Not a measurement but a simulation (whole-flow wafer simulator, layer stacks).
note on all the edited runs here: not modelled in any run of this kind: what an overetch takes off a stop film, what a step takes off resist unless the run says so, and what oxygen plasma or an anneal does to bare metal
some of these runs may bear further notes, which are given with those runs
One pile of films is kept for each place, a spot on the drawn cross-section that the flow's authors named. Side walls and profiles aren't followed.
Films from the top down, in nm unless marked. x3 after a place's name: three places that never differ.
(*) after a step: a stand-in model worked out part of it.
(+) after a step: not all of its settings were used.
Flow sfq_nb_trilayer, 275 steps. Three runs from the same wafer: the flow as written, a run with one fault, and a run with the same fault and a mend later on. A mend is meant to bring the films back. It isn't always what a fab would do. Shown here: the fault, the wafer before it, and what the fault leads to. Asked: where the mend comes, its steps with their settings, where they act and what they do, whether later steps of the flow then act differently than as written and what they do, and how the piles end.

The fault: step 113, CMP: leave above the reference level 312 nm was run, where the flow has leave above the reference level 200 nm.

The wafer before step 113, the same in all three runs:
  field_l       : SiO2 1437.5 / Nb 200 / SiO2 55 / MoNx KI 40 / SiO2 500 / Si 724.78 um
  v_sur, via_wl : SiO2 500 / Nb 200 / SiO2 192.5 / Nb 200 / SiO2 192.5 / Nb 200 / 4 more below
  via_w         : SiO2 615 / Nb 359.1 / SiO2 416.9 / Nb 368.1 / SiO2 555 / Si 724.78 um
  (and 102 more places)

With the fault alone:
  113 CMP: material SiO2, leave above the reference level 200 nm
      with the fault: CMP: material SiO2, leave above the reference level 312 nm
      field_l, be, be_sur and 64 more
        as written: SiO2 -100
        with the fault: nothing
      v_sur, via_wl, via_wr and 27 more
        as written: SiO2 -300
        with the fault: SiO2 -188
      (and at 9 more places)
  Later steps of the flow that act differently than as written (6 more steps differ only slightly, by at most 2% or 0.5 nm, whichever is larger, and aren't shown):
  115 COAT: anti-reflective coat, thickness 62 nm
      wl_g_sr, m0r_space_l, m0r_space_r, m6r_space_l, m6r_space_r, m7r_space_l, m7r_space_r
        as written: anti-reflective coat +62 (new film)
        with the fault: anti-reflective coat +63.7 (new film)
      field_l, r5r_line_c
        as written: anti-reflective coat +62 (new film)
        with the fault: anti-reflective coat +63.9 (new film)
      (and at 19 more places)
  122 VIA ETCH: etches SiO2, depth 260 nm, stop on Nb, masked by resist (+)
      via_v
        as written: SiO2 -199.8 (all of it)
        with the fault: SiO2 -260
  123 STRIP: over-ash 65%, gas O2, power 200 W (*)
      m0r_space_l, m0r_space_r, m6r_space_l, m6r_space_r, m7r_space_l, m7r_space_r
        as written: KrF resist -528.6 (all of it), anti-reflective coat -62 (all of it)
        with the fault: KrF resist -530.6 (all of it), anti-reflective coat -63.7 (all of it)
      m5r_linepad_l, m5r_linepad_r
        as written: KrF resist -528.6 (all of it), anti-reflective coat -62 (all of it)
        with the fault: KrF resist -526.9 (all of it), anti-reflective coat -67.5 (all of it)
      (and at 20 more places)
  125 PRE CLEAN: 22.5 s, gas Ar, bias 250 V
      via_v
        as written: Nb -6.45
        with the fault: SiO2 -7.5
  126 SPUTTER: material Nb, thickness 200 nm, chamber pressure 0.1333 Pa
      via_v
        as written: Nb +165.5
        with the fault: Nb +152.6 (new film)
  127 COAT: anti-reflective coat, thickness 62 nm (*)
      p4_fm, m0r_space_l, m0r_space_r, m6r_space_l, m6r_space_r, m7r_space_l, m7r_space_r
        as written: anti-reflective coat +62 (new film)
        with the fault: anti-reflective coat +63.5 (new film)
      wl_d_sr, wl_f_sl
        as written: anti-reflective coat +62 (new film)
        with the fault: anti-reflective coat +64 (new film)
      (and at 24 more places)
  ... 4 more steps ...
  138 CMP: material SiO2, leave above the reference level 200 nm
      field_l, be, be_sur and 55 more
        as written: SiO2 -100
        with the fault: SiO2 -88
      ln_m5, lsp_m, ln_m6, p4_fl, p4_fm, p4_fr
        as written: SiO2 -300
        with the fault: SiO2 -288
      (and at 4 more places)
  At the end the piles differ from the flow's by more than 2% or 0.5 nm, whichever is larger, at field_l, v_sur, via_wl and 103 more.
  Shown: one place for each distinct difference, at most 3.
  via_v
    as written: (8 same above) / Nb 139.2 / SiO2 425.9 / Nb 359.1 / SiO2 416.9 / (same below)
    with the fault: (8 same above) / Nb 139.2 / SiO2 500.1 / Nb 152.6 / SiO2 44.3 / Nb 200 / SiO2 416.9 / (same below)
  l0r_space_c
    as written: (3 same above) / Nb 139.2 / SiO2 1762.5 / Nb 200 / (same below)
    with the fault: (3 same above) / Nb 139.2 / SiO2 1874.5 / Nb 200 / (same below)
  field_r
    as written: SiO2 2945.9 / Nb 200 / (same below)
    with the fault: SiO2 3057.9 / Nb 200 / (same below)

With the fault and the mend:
  The mend comes after step 114.
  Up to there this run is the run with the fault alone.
  114a CMP: material SiO2, leave above the reference level 200 nm (the flow's step 113 once more)
      field_l, be, be_sur and 64 more
        SiO2 -100
      v_sur, via_wl, via_w and 36 more
        SiO2 -112
  No later step of the flow acts differently than as written at any place that is followed.
  At the end the piles are the same as the flow's at every place that both follow.
